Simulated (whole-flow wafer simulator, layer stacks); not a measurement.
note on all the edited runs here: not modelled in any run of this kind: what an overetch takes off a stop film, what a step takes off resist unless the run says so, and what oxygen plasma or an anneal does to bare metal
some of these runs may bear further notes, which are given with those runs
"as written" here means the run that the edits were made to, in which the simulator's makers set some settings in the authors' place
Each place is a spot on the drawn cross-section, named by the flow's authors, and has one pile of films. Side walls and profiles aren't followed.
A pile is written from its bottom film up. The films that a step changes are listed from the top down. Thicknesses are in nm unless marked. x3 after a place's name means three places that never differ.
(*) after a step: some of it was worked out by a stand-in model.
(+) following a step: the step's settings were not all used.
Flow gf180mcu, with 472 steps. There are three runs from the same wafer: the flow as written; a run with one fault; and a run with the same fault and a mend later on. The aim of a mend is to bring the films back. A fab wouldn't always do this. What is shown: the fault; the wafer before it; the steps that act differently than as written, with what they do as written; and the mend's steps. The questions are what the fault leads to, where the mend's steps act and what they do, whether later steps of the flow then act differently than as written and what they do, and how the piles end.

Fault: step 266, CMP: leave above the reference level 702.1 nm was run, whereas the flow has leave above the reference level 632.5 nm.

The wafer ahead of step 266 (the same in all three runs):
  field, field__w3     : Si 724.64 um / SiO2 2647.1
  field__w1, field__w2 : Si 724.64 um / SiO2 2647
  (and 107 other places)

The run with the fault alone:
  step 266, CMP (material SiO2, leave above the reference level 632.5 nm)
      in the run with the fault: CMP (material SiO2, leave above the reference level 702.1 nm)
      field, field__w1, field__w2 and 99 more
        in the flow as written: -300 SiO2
        in the run with the fault: -230.4 SiO2
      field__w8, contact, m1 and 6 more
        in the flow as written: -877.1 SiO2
        in the run with the fault: -807.5 SiO2
  Steps later in the flow that act otherwise than as written (2 more steps, not shown, differ only slightly: by at most 2% or 0.5 nm, whichever is larger):
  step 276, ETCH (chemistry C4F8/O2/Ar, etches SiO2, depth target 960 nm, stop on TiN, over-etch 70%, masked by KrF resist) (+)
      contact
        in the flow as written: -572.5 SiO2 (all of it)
        in the run with the fault: -642.1 SiO2 (all of it)
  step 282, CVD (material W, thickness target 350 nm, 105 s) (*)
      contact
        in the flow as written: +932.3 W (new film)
        in the run with the fault: +1002.5 W (new film)
  At field__w8, contact, m1, m1__w1, m1_nw, the piles at the end differ from the flow's by more than 2% or 0.5 nm, whichever is larger.
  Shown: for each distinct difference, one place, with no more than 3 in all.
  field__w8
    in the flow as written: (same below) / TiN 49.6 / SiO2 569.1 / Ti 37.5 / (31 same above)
    in the run with the fault: (same below) / TiN 49.6 / SiO2 638.7 / Ti 37.5 / (31 same above)
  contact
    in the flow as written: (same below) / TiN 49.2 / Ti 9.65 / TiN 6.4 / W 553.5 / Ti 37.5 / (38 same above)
    in the run with the fault: (same below) / TiN 49.2 / Ti 9.27 / TiN 6.15 / W 623.7 / Ti 37.5 / (38 same above)

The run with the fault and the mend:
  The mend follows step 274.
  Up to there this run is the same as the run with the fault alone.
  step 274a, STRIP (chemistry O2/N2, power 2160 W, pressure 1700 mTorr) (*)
      field, field__w1, field__w2 and 107 more
        -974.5 KrF resist (all of it), -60 anti-reflective coat (all of it)
      contact
        -60 anti-reflective coat (all of it)
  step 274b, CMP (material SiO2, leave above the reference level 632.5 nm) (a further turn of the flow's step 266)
      field, field__w1, field__w2 and 108 more
        -69.6 SiO2
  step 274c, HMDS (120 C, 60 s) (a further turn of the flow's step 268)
      alters no film at any place that is followed
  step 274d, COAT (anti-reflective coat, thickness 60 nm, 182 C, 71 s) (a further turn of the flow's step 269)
      field, field__w1, field__w2 and 108 more
        +60 anti-reflective coat (new film)
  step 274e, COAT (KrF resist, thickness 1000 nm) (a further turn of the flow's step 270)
      field, field__w1, field__w2 and 108 more
        +1000 KrF resist (new film)
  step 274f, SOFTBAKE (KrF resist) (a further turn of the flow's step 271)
      alters no film at any place that is followed
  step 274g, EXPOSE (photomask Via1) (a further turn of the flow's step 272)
      alters no film at any place that is followed
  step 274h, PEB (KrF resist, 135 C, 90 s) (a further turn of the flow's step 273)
      field, field__w1, field__w2 and 108 more
        -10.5 KrF resist
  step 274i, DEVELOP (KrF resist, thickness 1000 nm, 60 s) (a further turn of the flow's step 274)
      field, field__w1, field__w2 and 107 more
        -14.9 KrF resist
      contact
        -989.5 KrF resist (all of it)
  Every later step of the flow that is run acts as written at every place that is followed.
  By the end, the piles equal the flow's at every place that both follow.
